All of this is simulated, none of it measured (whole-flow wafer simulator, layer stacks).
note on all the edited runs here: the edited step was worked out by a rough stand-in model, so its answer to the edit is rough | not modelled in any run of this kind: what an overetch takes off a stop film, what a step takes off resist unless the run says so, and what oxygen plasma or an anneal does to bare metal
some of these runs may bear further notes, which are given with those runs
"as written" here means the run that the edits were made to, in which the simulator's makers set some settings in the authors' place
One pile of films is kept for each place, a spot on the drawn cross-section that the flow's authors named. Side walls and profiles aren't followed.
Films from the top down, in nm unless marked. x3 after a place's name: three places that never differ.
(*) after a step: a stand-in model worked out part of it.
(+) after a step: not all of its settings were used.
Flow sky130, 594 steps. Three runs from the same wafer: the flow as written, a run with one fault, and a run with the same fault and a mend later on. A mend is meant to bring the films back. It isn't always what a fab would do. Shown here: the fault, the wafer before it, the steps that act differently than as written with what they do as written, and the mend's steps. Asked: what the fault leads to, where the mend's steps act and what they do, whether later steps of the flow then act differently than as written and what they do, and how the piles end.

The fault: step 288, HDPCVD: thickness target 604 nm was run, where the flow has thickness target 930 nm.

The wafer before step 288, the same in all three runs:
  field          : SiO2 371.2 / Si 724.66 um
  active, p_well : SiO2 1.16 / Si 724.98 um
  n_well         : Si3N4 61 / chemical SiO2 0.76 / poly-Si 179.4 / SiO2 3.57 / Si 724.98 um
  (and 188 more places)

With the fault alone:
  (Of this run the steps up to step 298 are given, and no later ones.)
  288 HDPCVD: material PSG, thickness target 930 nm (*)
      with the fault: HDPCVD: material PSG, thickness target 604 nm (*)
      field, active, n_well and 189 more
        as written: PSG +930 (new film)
        with the fault: PSG +604 (new film)
  Later steps of the flow that act differently than as written (2 more steps differ only slightly, by at most 2% or 0.5 nm, whichever is larger, and aren't shown):
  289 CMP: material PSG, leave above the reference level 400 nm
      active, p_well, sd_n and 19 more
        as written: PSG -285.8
        with the fault: nothing
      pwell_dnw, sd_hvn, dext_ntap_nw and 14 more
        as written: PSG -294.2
        with the fault: nothing
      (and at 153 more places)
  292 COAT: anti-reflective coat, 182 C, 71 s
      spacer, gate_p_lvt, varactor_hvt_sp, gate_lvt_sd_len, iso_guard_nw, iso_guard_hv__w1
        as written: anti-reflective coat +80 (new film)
        with the fault: anti-reflective coat +72.8 (new film)
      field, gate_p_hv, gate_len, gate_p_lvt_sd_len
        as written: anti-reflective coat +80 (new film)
        with the fault: anti-reflective coat +74.2 (new film)
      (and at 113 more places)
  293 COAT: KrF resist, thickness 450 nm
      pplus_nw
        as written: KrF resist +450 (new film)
        with the fault: KrF resist +459.5 (new film)
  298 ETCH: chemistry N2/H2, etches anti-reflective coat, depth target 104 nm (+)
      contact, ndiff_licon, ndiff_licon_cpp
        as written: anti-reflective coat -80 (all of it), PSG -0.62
        with the fault: anti-reflective coat -104
  After step 298 the piles differ from the flow's by more than 2% or 0.5 nm, whichever is larger, at field, active, p_well and 120 more.
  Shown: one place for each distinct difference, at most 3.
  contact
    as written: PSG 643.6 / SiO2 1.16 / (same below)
    with the fault: anti-reflective coat 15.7 / PSG 604 / SiO2 1.16 / (same below)
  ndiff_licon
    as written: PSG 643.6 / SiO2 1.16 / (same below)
    with the fault: anti-reflective coat 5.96 / PSG 604 / SiO2 1.16 / (same below)
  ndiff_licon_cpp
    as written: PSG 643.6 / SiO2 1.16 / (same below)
    with the fault: anti-reflective coat 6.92 / PSG 604 / SiO2 1.16 / (same below)

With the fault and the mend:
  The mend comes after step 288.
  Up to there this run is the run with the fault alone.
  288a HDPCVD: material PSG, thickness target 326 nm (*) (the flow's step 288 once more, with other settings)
      field, active, n_well and 189 more
        PSG +326
  No later step of the flow acts differently than as written, at any place that is followed, by more than 2% or 0.5 nm, whichever is larger.
  At the end the piles differ from the flow's only slightly at the places that both follow, by at most 2% or 0.5 nm, whichever is larger.
